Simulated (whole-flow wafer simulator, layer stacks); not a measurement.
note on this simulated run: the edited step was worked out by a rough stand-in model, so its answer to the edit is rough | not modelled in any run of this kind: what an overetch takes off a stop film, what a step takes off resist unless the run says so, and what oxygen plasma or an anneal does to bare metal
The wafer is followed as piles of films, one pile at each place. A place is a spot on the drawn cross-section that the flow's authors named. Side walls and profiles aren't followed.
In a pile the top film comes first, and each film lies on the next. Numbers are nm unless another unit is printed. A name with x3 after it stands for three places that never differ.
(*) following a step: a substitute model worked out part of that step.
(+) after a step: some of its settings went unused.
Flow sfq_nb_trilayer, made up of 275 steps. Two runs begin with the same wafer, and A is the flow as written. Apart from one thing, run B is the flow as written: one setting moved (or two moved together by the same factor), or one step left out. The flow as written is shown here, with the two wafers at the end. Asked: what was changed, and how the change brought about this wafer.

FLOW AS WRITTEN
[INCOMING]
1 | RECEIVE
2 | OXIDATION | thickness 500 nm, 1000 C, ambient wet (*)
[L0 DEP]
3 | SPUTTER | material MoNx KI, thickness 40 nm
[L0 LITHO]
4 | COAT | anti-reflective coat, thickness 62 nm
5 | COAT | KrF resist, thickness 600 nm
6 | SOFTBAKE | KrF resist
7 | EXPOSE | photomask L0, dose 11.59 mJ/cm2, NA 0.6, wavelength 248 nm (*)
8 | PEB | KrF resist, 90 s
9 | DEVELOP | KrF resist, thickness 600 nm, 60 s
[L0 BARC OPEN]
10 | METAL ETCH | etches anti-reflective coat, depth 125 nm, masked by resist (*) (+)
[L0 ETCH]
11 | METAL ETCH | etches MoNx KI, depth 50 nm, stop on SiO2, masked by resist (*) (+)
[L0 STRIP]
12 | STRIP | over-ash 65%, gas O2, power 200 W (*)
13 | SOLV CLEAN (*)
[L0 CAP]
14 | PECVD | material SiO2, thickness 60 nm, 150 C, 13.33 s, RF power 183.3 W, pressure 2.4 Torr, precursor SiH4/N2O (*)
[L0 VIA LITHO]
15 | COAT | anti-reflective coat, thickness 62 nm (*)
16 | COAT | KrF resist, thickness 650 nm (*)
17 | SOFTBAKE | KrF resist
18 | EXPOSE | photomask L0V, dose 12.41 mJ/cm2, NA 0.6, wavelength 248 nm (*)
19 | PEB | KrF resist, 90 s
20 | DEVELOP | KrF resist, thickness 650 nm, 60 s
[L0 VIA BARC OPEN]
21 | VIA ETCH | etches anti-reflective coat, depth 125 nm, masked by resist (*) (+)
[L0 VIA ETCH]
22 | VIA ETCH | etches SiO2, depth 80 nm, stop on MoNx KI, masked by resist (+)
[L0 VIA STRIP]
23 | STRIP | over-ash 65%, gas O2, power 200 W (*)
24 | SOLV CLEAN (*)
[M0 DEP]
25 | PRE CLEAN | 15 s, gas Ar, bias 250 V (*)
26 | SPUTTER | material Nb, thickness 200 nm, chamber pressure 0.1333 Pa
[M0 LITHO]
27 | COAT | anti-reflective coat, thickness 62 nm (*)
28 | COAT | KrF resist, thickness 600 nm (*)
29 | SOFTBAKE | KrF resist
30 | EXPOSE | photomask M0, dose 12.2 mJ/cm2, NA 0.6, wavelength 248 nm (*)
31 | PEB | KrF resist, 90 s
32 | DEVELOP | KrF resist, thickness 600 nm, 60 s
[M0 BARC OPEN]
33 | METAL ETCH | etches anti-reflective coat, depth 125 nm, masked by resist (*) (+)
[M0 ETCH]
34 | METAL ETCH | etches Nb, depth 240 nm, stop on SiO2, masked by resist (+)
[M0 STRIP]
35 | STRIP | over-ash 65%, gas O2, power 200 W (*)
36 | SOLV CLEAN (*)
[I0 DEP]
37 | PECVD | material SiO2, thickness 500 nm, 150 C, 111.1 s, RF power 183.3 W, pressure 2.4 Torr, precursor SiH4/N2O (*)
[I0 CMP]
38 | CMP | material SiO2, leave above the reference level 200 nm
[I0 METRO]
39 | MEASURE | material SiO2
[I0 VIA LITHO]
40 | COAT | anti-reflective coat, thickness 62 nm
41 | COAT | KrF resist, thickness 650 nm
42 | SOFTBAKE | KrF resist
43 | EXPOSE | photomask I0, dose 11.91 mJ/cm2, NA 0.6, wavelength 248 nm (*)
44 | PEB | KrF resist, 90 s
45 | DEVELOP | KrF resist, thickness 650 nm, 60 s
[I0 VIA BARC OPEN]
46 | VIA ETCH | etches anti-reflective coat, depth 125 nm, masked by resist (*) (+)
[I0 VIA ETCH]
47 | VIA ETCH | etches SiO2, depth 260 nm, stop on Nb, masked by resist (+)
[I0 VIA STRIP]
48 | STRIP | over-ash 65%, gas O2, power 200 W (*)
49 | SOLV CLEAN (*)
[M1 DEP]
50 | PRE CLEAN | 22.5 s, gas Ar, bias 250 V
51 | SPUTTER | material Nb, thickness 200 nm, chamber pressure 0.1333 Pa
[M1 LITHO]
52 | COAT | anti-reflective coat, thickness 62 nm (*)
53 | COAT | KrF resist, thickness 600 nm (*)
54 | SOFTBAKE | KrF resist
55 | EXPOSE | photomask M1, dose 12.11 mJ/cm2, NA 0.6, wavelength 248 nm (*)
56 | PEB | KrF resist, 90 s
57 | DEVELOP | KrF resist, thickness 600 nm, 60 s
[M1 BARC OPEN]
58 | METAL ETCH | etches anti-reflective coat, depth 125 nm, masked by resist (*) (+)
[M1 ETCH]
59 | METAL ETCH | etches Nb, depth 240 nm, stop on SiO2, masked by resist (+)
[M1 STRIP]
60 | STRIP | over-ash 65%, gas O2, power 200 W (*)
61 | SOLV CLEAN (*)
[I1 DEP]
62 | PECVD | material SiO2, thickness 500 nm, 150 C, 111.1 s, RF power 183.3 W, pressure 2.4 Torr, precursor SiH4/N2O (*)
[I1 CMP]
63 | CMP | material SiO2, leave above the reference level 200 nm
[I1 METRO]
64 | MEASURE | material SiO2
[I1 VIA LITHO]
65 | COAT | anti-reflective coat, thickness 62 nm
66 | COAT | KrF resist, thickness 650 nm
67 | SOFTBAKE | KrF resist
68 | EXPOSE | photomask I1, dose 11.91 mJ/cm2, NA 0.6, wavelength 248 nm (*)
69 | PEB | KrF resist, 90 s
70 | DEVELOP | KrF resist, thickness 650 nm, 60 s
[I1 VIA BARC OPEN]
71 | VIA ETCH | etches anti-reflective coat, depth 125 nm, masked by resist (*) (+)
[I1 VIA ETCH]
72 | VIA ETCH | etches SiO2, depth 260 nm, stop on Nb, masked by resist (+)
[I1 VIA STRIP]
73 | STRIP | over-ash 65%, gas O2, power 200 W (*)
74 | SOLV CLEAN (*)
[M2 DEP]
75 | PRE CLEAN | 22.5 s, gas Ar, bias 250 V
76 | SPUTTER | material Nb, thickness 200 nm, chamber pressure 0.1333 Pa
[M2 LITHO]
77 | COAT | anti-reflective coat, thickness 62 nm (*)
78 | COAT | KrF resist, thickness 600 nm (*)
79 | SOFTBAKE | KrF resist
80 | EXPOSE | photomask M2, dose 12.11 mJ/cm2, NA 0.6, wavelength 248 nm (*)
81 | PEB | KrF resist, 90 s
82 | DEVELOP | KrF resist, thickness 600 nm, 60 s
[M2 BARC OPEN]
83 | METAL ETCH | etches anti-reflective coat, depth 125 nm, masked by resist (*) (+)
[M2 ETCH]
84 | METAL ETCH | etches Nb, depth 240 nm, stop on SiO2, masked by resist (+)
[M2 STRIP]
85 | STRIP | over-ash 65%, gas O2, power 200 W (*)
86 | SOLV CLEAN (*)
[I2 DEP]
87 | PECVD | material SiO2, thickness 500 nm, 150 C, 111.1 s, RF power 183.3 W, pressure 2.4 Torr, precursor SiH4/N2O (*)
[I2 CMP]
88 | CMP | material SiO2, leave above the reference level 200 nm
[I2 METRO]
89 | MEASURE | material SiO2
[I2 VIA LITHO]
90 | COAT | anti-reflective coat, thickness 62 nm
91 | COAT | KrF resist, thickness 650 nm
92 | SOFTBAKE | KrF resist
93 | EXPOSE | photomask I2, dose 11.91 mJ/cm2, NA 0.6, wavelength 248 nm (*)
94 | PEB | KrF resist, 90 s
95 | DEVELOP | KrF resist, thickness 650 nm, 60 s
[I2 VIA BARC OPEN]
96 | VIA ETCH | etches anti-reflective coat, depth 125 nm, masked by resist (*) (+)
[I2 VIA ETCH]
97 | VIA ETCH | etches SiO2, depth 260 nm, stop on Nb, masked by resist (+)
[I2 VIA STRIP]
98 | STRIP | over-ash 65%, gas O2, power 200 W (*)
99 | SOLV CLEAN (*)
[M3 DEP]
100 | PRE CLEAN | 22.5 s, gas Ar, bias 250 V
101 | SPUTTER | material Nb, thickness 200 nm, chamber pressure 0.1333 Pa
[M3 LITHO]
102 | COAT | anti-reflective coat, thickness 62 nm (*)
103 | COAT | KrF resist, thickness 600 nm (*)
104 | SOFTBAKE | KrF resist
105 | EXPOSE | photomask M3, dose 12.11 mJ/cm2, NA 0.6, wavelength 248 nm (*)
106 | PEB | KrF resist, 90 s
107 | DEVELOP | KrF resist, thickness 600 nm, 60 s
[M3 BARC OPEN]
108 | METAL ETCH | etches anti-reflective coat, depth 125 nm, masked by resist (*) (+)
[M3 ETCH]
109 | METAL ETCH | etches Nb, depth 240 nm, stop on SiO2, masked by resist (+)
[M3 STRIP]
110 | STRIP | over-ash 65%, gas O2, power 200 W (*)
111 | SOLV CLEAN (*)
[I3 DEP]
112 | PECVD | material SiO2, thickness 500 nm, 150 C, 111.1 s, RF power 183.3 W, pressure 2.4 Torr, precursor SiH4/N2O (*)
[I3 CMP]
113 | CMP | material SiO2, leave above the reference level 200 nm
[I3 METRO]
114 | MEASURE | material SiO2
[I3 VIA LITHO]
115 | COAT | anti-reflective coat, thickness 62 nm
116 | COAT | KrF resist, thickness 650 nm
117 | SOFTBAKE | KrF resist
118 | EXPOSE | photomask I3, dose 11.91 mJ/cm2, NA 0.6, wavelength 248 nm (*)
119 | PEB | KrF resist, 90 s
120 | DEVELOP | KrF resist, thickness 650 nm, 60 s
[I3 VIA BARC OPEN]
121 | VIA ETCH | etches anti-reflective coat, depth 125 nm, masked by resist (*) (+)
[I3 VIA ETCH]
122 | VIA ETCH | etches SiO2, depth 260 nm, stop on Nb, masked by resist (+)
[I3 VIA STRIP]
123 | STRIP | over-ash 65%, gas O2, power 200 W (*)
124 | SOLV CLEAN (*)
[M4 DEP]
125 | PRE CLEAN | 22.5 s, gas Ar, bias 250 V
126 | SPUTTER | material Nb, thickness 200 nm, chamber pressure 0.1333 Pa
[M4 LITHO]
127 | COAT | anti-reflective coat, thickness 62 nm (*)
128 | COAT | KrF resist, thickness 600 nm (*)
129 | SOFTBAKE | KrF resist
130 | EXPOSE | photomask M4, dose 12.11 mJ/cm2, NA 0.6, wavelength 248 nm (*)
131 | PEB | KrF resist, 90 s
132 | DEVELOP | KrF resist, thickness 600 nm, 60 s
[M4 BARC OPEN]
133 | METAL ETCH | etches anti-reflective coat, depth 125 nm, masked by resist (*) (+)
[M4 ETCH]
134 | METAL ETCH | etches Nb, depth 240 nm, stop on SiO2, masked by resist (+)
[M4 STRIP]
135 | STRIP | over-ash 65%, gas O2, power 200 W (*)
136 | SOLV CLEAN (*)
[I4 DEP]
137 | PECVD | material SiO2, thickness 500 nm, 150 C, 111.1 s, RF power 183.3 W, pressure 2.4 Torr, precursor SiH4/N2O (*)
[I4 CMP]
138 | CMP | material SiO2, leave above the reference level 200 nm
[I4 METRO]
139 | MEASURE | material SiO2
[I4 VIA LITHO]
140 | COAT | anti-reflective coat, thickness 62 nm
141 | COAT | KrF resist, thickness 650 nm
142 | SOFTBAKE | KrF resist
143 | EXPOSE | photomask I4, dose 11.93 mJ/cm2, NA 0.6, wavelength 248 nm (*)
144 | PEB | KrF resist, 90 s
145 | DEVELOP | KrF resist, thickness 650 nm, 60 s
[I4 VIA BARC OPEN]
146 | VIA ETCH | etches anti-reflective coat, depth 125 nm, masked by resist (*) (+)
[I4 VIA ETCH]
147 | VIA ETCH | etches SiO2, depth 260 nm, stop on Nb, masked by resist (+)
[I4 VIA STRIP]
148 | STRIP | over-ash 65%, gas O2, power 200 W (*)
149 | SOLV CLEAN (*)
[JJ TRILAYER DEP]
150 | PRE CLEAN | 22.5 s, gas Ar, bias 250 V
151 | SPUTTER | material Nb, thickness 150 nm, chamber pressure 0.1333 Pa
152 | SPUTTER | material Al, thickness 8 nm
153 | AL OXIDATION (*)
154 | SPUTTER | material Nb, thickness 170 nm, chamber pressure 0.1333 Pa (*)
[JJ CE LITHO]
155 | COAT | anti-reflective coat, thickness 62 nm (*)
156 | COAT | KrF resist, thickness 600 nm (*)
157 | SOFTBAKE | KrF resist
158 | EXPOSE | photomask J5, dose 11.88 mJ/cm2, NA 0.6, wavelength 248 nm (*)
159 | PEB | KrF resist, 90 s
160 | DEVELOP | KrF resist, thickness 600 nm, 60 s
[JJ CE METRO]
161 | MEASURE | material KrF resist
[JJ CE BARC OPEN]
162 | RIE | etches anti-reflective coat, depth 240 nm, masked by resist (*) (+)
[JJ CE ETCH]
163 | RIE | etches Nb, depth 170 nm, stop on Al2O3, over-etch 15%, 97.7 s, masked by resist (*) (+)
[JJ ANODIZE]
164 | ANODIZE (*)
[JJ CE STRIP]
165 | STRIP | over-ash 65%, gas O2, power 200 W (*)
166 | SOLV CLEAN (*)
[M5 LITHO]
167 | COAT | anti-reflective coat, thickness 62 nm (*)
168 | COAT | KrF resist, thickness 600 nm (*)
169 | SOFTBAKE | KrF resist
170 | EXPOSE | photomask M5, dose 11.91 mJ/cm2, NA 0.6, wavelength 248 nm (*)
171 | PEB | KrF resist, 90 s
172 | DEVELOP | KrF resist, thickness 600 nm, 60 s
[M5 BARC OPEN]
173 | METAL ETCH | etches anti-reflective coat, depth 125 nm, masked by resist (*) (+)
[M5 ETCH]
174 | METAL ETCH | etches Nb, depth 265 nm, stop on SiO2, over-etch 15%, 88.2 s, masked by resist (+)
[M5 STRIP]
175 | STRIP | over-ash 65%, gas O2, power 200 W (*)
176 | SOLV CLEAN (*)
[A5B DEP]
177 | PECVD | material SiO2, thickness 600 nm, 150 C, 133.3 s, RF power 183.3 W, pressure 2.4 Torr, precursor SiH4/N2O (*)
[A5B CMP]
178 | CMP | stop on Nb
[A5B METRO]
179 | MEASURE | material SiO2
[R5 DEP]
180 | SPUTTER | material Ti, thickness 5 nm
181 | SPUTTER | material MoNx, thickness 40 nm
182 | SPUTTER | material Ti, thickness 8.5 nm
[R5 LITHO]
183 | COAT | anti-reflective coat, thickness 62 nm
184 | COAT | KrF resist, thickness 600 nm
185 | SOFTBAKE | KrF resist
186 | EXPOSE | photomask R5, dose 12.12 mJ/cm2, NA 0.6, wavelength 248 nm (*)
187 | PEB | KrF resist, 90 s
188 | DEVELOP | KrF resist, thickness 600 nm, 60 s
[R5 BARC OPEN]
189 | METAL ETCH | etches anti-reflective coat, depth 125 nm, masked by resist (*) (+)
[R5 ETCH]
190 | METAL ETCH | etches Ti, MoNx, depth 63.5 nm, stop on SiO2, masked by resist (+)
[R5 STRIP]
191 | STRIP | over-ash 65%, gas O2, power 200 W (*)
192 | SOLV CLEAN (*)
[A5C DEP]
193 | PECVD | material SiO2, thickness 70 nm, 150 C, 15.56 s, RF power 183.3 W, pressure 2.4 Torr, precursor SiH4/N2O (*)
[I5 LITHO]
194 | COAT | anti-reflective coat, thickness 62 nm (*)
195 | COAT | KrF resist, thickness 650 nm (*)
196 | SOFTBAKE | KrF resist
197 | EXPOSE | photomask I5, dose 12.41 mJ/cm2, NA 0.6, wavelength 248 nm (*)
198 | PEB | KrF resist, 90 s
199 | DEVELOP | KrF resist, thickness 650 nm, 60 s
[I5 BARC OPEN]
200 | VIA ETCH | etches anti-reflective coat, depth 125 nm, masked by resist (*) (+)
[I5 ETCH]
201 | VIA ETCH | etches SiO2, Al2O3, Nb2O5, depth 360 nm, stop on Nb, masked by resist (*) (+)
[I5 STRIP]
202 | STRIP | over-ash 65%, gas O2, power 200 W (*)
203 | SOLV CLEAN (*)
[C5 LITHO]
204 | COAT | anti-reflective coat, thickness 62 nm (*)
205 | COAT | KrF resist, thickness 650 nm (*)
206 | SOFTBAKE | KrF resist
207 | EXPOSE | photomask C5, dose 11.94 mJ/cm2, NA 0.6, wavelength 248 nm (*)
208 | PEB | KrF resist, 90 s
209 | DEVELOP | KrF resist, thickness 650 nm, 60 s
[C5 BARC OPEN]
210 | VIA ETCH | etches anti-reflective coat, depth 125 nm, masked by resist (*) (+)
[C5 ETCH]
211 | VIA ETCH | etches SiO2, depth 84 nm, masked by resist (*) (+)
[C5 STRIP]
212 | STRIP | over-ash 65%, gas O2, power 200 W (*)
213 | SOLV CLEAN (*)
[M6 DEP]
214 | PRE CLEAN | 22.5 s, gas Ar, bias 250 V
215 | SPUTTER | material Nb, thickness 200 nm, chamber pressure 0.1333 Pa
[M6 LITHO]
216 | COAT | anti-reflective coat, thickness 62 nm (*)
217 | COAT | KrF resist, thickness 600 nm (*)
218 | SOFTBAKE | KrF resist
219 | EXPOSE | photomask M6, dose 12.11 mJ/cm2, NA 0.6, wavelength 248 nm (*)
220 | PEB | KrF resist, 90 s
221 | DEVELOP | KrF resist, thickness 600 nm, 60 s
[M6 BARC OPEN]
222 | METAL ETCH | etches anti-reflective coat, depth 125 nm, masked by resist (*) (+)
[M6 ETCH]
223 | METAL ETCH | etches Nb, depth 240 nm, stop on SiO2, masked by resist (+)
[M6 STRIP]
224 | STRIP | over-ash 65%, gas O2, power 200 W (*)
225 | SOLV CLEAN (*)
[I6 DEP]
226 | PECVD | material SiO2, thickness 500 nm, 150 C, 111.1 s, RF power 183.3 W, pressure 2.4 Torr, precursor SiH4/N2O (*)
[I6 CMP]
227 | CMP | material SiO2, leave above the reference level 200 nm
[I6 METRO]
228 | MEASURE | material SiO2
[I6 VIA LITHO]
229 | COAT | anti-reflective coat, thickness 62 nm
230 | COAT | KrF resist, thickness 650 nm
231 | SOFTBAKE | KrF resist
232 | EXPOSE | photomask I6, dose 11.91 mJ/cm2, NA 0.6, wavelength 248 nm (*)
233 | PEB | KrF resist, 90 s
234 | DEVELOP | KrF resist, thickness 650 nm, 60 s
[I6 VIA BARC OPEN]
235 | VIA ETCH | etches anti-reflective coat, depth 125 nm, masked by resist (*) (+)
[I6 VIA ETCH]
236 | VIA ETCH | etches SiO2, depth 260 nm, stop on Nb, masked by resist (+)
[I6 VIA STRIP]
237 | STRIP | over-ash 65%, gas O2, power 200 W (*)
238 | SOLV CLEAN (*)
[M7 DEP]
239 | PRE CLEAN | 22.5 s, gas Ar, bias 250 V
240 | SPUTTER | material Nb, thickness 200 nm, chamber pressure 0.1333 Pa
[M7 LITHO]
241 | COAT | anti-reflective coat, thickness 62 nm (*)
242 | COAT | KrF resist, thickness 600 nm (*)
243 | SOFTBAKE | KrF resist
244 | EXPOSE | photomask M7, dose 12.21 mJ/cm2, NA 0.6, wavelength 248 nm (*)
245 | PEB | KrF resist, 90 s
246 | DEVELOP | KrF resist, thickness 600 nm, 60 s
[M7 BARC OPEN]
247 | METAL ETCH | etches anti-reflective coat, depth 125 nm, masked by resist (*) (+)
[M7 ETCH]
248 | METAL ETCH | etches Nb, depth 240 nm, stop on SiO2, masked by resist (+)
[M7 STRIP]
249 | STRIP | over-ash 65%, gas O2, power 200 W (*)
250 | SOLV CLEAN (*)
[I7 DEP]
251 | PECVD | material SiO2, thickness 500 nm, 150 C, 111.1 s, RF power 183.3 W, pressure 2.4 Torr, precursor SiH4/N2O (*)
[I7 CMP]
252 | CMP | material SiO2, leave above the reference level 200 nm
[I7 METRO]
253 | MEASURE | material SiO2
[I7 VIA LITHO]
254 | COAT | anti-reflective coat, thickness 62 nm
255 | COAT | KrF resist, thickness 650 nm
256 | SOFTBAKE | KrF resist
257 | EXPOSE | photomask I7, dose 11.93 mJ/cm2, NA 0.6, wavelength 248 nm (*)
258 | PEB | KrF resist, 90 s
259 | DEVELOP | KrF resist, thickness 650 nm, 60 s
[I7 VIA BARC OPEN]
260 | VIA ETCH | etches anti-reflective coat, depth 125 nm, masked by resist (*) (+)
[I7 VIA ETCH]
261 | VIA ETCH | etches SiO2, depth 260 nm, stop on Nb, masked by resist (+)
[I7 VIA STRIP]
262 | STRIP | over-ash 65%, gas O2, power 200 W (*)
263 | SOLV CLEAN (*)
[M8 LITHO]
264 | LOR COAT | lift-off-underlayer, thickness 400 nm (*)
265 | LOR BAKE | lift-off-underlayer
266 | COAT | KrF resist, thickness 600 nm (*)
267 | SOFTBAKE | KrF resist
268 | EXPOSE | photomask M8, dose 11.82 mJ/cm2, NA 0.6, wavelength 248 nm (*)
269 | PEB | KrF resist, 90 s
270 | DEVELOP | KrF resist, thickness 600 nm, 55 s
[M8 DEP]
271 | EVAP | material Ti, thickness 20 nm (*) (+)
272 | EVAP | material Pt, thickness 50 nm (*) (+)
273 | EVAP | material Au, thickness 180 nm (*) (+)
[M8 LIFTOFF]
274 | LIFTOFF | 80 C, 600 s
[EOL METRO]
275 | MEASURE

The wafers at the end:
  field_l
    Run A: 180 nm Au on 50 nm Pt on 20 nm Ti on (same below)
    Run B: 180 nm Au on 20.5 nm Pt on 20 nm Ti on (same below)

Cause: step 272, EVAP: thickness 20.5 nm was run, though the flow has thickness 50 nm.
One can read it off the wafer: field_l has Pt 20.5, and step 272 as written asks for 50 nm.

Step by step, how the change led to this:
  272 | EVAP | material Pt, thickness 50 nm (*) (+)
      field_l, v_sur, via_wl and 103 more: A Pt gains 50 (new film) | B Pt gains 20.5 (new film)
  274 | LIFTOFF | 80 C, 600 s
      p4_fl, p4_fm, p4_w1 and 71 more: A Au loses 180 (all of it), Pt loses 50 (all of it), Ti loses 20 (all of it), KrF resist loses 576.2 (all of it), lift-off-underlayer loses 400 (all of it) | B Au loses 180 (all of it), Pt loses 20.5 (all of it), Ti loses 20 (all of it), KrF resist loses 576.2 (all of it), lift-off-underlayer loses 400 (all of it)
      c5j, ce_r: A Au loses 180 (all of it), Pt loses 50 (all of it), Ti loses 20 (all of it), KrF resist loses 573.3 (all of it), lift-off-underlayer loses 399.3 (all of it) | B Au loses 180 (all of it), Pt loses 20.5 (all of it), Ti loses 20 (all of it), KrF resist loses 573.3 (all of it), lift-off-underlayer loses 399.3 (all of it)
      (also at 19 further places)
